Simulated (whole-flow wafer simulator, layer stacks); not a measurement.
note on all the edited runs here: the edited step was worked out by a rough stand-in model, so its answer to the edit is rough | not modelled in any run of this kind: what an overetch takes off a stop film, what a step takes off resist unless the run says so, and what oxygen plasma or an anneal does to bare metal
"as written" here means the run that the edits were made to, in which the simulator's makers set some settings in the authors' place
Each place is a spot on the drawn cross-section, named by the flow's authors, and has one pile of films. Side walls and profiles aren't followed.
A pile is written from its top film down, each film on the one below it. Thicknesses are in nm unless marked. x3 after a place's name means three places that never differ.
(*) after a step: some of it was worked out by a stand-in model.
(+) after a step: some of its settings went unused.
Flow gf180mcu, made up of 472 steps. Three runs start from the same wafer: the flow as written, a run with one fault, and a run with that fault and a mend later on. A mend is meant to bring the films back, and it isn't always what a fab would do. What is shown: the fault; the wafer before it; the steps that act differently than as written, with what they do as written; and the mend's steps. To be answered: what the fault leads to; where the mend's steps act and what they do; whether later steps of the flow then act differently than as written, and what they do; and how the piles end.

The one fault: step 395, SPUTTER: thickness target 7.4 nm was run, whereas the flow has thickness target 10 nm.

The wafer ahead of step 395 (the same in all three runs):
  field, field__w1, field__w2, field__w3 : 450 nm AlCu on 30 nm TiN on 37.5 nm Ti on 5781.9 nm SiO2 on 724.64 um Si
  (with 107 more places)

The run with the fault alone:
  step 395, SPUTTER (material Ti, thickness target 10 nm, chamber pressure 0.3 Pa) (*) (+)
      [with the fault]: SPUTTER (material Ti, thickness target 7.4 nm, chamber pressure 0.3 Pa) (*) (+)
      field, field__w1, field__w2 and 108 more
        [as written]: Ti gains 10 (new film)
        [with the fault]: Ti gains 7.4 (new film)
  Steps later in the flow that act otherwise than as written (not shown: 2 more steps that differ only slightly, by at most 2% or 0.5 nm, whichever is larger):
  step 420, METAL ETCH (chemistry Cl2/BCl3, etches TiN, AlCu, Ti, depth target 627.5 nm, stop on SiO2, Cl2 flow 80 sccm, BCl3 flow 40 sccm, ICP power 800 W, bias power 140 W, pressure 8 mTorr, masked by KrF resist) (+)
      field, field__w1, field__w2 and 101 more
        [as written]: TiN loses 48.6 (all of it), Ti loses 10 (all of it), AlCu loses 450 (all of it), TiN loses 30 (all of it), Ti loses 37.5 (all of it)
        [with the fault]: TiN loses 48.6 (all of it), Ti loses 7.4 (all of it), AlCu loses 450 (all of it), TiN loses 30 (all of it), Ti loses 37.5 (all of it)
  The piles end different from the flow's at field__w4, field__w8, contact, m1, m1__w1, mim, mim_1p0, m1_nw by more than 2% or 0.5 nm, whichever is larger.
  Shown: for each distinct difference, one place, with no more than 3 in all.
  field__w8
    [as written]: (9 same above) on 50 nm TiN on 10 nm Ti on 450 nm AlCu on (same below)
    [with the fault]: (9 same above) on 50 nm TiN on 7.4 nm Ti on 450 nm AlCu on (same below)
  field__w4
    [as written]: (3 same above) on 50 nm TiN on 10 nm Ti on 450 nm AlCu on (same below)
    [with the fault]: (3 same above) on 50 nm TiN on 7.4 nm Ti on 450 nm AlCu on (same below)
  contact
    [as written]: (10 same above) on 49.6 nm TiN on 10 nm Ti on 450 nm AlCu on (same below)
    [with the fault]: (10 same above) on 49.6 nm TiN on 7.4 nm Ti on 450 nm AlCu on (same below)

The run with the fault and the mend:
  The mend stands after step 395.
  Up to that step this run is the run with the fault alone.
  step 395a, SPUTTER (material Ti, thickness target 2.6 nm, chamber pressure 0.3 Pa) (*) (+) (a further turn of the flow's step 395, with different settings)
      field, field__w1, field__w2 and 108 more
        Ti gains 2.6
  None of the later steps of the flow acts differently than as written at any place that is followed.
  The piles end the same as the flow's at every place that both follow.
